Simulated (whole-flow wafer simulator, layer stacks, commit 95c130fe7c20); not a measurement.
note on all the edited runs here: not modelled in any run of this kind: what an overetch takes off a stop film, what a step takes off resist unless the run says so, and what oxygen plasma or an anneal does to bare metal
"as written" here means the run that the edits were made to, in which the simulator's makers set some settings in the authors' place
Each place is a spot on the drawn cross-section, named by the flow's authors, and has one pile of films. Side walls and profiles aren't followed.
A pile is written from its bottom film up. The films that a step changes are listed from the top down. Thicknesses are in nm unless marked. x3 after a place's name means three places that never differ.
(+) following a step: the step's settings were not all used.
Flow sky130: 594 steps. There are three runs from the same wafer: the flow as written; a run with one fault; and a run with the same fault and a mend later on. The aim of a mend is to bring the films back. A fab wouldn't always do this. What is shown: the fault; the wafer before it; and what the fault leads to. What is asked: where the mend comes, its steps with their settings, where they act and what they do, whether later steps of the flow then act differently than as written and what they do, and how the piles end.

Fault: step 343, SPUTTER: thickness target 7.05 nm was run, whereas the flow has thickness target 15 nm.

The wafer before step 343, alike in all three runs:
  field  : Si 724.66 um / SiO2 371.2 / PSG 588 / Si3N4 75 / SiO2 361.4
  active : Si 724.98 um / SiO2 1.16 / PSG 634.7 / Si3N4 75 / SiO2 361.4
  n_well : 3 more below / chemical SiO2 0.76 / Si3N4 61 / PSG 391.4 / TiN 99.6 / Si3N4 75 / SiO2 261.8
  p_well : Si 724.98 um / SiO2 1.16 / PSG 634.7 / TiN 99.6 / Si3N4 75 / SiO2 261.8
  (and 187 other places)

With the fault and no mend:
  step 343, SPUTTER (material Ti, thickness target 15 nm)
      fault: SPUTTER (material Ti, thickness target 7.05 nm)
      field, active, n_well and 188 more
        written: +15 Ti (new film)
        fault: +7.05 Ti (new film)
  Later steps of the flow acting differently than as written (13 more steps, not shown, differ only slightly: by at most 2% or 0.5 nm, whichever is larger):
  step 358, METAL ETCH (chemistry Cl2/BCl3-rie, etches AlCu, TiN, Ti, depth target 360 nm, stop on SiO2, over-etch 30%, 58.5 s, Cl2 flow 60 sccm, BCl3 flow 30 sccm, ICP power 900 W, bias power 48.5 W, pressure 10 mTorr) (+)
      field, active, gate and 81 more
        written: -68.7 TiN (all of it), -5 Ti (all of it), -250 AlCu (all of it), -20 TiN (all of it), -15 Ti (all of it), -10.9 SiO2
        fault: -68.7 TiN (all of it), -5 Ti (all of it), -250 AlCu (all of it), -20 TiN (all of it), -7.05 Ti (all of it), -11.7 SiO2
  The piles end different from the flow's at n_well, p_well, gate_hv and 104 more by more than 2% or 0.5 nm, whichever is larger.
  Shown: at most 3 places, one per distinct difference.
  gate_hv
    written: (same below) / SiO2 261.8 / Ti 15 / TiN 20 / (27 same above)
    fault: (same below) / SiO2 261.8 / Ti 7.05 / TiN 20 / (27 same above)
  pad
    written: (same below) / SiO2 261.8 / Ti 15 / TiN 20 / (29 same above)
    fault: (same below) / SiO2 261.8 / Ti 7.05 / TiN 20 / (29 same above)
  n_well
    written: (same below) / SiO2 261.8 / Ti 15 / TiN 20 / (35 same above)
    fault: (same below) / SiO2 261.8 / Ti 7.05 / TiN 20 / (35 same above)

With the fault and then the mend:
  After step 343 comes the mend.
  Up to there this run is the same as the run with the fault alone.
  step 343a, SPUTTER (material Ti, thickness target 7.95 nm) (the flow's step 343, run once more with other settings)
      field, active, n_well and 188 more
        +7.95 Ti
  Every later step of the flow that is run acts as written at every place that is followed.
  By the end, the piles equal the flow's at every place that both follow.
